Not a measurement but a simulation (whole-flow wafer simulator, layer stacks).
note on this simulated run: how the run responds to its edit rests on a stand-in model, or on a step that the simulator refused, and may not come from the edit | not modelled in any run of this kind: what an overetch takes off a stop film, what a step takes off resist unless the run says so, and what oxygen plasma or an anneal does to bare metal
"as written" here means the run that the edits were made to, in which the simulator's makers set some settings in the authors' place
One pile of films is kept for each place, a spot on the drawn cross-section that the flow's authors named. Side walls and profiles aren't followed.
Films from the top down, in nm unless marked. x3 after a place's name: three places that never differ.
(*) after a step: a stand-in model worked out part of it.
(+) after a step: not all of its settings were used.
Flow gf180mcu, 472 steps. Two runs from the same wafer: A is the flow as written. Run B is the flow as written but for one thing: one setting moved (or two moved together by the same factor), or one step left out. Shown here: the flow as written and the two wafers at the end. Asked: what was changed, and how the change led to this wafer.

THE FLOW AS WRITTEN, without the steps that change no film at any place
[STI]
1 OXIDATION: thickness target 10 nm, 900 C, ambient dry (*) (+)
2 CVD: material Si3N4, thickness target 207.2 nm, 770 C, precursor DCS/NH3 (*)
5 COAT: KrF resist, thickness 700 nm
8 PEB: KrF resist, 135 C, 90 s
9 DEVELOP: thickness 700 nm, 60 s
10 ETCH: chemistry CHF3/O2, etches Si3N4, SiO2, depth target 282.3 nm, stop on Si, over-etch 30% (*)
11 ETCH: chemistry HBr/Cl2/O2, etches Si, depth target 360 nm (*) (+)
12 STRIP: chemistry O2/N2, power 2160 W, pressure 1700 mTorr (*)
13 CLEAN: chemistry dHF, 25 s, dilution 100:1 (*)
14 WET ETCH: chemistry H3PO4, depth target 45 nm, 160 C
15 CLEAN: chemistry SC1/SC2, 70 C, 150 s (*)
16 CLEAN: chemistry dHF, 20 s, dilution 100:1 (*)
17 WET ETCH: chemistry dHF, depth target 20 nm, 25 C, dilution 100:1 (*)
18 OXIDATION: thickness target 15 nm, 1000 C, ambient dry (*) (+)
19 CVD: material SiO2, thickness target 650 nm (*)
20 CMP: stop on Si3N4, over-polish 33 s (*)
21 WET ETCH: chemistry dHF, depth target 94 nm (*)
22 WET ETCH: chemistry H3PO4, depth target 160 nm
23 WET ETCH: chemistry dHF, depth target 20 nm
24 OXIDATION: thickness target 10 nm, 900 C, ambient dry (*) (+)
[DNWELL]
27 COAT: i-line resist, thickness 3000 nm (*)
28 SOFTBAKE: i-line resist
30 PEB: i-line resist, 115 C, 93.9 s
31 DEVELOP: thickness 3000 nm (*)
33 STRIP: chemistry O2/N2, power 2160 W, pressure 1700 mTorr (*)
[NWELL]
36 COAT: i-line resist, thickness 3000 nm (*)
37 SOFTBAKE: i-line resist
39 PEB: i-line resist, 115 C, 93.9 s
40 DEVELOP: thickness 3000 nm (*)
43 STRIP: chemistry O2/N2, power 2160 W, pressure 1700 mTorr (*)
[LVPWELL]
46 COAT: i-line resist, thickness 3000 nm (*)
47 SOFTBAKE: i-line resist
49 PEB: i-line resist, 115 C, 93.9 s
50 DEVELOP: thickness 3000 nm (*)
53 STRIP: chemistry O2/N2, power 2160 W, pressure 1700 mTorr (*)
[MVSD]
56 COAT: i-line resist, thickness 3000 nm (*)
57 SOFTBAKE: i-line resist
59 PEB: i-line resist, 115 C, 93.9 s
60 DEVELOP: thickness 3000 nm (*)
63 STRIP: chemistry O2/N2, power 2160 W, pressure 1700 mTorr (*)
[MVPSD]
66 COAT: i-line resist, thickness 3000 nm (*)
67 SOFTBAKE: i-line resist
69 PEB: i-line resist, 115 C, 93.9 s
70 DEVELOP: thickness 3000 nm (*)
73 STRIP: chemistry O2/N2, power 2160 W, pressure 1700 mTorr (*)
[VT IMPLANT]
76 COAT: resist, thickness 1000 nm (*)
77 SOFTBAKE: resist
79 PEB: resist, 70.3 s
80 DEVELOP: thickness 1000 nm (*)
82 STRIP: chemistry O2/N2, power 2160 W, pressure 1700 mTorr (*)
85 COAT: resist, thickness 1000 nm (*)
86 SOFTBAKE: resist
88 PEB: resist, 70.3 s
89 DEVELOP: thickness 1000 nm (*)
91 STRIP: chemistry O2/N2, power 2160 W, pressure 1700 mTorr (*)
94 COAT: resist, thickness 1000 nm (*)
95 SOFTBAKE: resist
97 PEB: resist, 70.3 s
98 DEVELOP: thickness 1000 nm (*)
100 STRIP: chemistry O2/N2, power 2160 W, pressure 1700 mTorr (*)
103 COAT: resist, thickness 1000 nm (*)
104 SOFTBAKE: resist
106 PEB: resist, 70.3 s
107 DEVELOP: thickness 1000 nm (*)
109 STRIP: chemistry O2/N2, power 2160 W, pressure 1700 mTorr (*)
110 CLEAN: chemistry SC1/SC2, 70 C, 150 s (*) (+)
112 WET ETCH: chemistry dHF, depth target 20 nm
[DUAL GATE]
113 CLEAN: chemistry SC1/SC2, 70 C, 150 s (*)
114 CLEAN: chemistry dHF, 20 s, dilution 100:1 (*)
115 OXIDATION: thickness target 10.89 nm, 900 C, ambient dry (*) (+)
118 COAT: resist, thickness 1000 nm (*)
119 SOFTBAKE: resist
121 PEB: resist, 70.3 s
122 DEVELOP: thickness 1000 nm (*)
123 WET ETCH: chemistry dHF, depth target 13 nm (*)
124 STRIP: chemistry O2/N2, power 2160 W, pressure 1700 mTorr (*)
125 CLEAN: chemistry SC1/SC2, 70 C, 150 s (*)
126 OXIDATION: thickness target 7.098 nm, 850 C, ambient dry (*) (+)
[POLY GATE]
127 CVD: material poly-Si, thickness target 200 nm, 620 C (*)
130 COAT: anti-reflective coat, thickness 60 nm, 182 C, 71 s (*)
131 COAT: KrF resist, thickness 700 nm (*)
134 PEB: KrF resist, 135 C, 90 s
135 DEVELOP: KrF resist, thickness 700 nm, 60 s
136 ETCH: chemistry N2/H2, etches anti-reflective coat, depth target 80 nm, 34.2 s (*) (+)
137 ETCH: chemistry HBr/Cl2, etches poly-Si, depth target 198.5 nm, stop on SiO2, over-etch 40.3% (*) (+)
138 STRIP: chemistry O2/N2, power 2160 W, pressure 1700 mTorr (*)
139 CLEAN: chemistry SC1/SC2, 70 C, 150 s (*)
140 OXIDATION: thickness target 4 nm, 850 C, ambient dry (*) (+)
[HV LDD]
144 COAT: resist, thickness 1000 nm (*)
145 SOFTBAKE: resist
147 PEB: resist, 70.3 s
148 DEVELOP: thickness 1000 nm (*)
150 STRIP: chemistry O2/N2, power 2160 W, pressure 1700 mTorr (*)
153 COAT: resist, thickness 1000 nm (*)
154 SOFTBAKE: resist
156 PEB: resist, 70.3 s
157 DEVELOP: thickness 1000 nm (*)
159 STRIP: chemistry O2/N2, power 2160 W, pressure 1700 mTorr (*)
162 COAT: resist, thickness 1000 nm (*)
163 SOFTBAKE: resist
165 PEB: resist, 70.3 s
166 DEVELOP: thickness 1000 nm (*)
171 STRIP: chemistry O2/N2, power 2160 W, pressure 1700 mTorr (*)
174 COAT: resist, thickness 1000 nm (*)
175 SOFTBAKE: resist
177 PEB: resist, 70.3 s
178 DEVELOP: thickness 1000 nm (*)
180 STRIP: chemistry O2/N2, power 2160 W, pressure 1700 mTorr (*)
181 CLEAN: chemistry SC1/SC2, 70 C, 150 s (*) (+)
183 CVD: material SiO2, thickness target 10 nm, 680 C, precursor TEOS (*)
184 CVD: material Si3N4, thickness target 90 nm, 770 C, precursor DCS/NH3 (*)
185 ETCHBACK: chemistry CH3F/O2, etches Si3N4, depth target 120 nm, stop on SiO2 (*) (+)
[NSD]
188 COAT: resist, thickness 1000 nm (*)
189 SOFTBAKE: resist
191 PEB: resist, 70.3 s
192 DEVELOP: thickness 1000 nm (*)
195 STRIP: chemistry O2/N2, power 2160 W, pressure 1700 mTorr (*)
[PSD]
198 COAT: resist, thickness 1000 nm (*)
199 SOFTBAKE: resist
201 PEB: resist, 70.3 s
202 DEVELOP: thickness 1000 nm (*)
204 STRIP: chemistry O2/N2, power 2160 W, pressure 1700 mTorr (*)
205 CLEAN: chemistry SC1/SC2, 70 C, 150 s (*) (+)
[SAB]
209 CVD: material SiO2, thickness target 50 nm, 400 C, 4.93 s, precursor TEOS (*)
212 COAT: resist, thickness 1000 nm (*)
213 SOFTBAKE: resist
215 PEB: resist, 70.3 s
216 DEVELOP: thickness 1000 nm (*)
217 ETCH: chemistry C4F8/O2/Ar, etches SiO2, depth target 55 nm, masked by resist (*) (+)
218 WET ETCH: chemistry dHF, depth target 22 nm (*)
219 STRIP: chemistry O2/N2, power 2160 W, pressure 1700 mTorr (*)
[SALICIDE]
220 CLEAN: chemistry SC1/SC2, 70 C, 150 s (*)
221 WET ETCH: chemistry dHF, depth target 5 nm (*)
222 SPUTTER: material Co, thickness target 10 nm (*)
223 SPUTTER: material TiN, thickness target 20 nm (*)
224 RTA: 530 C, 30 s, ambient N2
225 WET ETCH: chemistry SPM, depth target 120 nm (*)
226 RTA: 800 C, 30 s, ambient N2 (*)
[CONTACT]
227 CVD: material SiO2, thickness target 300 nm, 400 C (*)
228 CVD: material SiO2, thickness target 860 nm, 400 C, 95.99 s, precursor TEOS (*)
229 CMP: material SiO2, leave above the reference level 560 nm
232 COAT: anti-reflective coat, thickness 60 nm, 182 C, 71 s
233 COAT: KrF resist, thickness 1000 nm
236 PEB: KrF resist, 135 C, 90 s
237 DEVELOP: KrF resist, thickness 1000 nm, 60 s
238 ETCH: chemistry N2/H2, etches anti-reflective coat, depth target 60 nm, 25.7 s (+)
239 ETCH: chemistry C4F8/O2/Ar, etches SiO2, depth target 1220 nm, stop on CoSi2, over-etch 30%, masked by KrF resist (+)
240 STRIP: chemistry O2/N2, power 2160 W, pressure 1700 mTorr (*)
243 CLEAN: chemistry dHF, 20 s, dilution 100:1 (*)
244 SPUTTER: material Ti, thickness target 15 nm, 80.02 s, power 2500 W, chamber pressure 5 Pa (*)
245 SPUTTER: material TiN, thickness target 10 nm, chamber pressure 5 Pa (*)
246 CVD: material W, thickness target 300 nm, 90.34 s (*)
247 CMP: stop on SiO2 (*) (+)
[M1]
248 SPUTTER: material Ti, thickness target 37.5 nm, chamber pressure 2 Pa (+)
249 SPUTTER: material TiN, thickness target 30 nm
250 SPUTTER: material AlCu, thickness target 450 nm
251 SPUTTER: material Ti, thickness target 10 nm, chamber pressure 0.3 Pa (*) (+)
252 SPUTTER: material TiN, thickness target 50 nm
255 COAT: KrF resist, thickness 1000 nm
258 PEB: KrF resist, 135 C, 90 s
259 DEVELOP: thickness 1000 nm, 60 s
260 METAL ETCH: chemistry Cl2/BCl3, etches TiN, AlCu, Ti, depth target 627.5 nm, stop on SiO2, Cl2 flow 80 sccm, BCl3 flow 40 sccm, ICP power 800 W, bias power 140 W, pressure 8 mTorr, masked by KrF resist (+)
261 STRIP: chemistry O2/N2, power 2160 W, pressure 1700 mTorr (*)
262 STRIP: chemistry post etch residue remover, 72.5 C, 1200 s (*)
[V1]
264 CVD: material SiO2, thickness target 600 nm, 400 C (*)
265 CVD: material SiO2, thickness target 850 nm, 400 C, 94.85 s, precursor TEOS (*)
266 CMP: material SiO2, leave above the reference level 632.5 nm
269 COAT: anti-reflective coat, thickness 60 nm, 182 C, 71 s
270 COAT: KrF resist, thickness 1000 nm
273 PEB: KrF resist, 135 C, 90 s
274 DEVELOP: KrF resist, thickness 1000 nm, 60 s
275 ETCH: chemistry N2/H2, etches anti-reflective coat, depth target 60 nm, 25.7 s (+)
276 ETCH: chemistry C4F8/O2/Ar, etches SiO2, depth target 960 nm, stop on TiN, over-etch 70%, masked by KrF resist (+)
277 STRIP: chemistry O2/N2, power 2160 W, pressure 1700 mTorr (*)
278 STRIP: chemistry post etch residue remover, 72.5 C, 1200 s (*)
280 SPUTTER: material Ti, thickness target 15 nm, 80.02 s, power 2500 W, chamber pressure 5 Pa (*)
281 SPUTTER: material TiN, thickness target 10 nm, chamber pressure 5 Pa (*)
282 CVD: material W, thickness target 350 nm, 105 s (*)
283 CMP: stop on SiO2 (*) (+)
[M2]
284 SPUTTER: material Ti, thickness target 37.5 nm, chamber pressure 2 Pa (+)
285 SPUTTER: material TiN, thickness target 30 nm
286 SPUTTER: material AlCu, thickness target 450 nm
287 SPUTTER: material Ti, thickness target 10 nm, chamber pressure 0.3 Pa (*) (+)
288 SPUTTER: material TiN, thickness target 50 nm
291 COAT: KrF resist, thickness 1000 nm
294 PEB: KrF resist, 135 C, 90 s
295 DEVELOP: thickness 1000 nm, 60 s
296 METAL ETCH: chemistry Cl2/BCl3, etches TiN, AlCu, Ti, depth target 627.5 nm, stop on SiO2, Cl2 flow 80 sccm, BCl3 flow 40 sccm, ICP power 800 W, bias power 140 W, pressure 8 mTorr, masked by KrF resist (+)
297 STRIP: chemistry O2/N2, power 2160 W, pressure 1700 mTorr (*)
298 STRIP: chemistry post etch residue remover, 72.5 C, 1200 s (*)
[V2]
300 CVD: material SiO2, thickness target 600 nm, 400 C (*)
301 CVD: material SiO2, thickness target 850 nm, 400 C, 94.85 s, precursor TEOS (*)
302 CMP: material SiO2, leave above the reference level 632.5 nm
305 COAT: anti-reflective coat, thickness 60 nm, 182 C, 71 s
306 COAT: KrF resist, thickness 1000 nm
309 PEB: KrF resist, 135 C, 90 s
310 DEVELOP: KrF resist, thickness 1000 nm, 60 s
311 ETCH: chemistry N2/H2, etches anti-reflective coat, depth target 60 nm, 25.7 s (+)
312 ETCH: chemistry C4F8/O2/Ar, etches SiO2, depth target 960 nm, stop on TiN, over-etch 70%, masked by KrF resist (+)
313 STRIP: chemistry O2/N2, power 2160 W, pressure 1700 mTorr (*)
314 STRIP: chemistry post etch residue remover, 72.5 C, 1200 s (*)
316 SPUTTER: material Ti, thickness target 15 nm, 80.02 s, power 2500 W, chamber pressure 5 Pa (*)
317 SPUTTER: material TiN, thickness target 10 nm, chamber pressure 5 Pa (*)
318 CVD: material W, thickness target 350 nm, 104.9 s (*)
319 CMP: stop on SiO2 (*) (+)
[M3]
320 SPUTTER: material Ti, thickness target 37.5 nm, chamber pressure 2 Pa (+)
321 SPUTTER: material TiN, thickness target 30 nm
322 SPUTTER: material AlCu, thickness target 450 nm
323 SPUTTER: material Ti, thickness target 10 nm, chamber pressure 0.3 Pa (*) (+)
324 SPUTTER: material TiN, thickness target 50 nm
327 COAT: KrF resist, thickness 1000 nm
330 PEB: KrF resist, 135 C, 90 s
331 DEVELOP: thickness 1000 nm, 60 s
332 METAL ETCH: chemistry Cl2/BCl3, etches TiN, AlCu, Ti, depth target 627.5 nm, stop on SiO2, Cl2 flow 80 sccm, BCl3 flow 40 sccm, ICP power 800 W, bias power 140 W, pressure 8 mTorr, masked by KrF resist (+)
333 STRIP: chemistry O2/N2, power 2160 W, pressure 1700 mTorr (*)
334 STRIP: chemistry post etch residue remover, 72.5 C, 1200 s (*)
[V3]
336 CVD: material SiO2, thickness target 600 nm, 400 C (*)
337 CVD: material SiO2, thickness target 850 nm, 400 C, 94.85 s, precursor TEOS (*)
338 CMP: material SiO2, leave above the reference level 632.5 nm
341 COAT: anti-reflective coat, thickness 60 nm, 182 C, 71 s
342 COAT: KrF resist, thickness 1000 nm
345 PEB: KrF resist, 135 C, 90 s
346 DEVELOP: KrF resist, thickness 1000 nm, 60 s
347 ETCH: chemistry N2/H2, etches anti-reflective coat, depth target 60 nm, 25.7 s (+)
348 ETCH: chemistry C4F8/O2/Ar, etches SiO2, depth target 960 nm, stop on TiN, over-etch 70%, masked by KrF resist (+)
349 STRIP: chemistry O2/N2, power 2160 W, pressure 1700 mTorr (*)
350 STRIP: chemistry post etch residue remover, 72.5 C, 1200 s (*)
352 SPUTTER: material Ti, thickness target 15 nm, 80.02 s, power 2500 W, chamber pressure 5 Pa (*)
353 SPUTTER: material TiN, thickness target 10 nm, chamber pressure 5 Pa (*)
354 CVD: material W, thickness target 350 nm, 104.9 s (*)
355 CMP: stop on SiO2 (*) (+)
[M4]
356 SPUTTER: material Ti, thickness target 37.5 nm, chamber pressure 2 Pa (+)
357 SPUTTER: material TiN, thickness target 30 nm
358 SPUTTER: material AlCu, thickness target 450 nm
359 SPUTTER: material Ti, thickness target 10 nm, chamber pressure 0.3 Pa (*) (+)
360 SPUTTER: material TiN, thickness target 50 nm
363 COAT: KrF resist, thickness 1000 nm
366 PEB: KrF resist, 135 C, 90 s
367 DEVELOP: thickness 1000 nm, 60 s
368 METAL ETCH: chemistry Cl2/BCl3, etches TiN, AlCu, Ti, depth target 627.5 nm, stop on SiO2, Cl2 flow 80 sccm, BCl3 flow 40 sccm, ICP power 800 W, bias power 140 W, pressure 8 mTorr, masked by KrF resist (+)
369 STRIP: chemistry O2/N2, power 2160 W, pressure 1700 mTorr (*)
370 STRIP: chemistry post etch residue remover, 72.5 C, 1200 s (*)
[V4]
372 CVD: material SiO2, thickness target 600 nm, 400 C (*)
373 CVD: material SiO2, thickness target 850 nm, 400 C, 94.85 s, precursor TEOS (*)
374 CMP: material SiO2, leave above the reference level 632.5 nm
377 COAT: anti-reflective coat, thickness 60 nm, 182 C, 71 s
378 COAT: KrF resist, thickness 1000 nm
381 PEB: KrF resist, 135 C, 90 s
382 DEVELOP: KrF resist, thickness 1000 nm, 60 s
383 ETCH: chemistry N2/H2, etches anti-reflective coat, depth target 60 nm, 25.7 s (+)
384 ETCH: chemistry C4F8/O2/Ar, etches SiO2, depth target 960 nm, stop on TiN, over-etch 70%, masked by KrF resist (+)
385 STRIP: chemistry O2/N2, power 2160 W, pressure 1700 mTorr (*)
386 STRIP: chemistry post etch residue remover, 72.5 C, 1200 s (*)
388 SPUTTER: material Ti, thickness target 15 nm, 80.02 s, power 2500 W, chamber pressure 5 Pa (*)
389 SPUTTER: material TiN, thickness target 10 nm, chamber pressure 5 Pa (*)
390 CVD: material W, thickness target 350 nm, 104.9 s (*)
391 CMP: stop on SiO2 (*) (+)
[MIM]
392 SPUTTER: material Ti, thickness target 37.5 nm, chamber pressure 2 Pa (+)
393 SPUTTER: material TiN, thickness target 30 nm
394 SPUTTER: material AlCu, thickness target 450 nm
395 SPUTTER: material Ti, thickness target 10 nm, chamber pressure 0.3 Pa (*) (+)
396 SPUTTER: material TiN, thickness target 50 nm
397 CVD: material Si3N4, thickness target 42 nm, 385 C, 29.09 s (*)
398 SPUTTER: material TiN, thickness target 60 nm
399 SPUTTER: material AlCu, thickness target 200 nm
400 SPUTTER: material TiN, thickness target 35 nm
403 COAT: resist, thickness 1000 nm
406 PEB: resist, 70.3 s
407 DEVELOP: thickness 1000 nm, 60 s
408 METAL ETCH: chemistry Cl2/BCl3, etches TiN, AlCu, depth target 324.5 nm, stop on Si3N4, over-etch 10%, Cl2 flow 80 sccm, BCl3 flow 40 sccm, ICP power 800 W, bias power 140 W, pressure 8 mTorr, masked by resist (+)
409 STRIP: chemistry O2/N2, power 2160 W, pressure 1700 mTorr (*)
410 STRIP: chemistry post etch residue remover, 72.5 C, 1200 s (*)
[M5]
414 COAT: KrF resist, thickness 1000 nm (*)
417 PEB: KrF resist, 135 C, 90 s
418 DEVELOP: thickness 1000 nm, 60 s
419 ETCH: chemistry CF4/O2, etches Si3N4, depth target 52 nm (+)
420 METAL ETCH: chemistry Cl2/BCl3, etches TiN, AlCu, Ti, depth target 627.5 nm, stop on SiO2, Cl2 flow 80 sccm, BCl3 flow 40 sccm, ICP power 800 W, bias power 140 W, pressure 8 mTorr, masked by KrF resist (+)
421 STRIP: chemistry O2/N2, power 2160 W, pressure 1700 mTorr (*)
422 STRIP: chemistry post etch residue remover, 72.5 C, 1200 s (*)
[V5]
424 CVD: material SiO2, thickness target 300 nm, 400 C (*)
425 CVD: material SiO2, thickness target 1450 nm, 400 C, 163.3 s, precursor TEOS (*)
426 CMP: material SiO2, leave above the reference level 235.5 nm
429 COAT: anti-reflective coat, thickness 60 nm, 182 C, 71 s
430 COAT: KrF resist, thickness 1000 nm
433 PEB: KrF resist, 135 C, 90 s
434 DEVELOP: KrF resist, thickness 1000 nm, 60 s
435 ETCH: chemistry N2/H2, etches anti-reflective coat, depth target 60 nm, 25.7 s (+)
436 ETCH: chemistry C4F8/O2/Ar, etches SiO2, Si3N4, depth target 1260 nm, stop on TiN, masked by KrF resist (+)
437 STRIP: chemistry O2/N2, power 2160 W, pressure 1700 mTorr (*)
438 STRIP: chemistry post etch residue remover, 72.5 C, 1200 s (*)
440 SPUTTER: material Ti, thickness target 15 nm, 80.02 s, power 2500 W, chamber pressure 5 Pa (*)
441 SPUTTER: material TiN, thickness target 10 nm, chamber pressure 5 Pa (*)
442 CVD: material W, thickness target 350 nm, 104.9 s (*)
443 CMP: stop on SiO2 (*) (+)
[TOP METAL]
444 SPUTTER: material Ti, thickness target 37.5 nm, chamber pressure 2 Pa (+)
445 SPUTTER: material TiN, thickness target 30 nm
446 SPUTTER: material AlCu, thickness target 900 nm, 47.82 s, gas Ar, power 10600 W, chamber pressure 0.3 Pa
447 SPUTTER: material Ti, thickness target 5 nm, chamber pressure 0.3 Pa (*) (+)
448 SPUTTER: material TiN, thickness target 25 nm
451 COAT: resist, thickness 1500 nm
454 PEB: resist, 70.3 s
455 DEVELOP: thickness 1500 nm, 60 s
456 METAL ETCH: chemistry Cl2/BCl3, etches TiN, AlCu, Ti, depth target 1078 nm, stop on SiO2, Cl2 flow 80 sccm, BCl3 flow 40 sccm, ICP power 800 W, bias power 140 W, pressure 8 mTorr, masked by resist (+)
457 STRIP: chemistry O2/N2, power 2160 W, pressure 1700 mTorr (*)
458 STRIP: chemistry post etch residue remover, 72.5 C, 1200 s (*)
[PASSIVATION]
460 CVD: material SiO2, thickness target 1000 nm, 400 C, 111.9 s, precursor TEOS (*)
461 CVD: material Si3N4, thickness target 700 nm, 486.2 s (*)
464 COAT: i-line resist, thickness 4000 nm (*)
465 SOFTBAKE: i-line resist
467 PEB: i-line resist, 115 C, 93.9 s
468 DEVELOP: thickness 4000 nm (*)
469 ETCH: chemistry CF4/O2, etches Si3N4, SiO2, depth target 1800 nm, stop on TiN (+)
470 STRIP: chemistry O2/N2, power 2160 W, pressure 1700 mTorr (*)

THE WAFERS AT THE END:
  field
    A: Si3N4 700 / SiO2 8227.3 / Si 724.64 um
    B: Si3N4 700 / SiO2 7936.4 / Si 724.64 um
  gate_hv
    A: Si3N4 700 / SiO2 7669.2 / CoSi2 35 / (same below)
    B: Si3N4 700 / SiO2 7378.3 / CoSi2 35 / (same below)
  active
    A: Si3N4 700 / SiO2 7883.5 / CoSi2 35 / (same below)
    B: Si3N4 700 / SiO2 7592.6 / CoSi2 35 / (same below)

The cause: step 302, CMP: leave above the reference level 341.6 nm was run, where the flow has leave above the reference level 632.5 nm.

How the change led to this, step by step:
  302 CMP: material SiO2, leave above the reference level 632.5 nm
      field, field__w1, field__w2 and 103 more: A SiO2 -300 | B SiO2 -590.9
      field__w8, contact, m1, m1__w1, m1_nw: A SiO2 -877.1 | B SiO2 -1168
  312 ETCH: chemistry C4F8/O2/Ar, etches SiO2, depth target 960 nm, stop on TiN, over-etch 70%, masked by KrF resist (+)
      field, field__w1, field__w2 and 107 more: A KrF resist -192 | B KrF resist -95.7
      contact: A SiO2 -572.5 (all of it) | B SiO2 -281.6 (all of it)
  313 STRIP: chemistry O2/N2, power 2160 W, pressure 1700 mTorr (*)
      field, field__w1, field__w2 and 107 more: A KrF resist -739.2 (all of it), anti-reflective coat -60 (all of it) | B KrF resist -835.5 (all of it), anti-reflective coat -60 (all of it)
  316 SPUTTER: material Ti, thickness target 15 nm, 80.02 s, power 2500 W, chamber pressure 5 Pa (*)
      contact: A Ti +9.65 (new film) | B Ti +11.6 (new film)
  317 SPUTTER: material TiN, thickness target 10 nm, chamber pressure 5 Pa (*)
      contact: A TiN +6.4 (new film) | B TiN +7.69 (new film)
  318 CVD: material W, thickness target 350 nm, 104.9 s (*)
      contact: A W +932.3 (new film) | B W +638.2 (new film)
